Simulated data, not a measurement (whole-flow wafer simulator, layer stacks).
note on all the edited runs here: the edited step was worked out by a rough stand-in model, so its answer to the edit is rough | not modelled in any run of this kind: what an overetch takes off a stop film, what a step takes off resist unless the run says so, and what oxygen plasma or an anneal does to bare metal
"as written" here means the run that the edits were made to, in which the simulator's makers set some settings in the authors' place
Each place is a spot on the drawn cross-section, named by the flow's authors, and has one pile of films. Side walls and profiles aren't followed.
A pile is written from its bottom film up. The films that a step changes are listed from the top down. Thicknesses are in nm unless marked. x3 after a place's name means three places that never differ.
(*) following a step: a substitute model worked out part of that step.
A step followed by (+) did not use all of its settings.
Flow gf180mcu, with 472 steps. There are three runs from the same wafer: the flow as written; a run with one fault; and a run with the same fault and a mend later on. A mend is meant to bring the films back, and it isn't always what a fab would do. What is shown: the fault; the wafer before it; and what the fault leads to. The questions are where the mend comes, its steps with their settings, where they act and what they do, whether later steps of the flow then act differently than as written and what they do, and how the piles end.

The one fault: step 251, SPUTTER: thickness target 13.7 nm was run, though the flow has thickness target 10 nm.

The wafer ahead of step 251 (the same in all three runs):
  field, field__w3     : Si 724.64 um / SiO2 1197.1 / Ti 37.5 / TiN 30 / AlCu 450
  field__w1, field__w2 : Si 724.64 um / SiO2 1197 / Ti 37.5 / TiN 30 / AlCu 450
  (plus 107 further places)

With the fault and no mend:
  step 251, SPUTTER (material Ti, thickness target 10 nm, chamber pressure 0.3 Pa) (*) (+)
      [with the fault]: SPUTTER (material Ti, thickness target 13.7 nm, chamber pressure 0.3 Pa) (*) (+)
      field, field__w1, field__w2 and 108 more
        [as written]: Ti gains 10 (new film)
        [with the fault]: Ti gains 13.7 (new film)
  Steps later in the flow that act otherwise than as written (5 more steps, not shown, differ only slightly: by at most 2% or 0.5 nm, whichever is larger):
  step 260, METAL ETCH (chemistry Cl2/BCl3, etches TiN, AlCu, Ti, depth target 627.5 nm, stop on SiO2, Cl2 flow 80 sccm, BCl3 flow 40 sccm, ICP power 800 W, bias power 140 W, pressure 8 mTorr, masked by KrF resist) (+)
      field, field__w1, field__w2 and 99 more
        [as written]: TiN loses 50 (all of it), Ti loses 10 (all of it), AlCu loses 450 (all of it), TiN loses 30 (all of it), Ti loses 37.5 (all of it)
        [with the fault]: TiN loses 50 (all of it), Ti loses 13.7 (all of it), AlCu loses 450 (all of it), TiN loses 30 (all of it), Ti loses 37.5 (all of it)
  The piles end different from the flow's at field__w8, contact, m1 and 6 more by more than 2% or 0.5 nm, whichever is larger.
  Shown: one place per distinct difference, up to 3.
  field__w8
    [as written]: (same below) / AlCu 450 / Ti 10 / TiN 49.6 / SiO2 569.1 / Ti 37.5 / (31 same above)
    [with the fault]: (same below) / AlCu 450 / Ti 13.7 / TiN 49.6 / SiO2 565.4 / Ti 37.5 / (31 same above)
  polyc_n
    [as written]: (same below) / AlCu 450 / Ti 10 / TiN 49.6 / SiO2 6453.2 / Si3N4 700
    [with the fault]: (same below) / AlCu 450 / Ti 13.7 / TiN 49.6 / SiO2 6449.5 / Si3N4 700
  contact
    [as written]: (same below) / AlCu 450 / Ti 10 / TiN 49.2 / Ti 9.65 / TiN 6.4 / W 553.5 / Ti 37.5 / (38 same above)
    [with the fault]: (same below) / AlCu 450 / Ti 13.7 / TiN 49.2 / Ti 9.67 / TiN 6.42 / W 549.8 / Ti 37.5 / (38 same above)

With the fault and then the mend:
  The mend follows step 251.
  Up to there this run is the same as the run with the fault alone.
  step 251a, METAL ETCH (chemistry Cl2/BCl3, etches TiN, AlCu, Ti, depth target 3.7 nm, Cl2 flow 80 sccm, BCl3 flow 40 sccm, ICP power 800 W, bias power 140 W, pressure 8 mTorr)
      field, field__w1, field__w2 and 108 more
        Ti loses 3.7
  None of the later steps of the flow acts differently than as written at any place that is followed.
  The piles end the same as the flow's at every place that both follow.
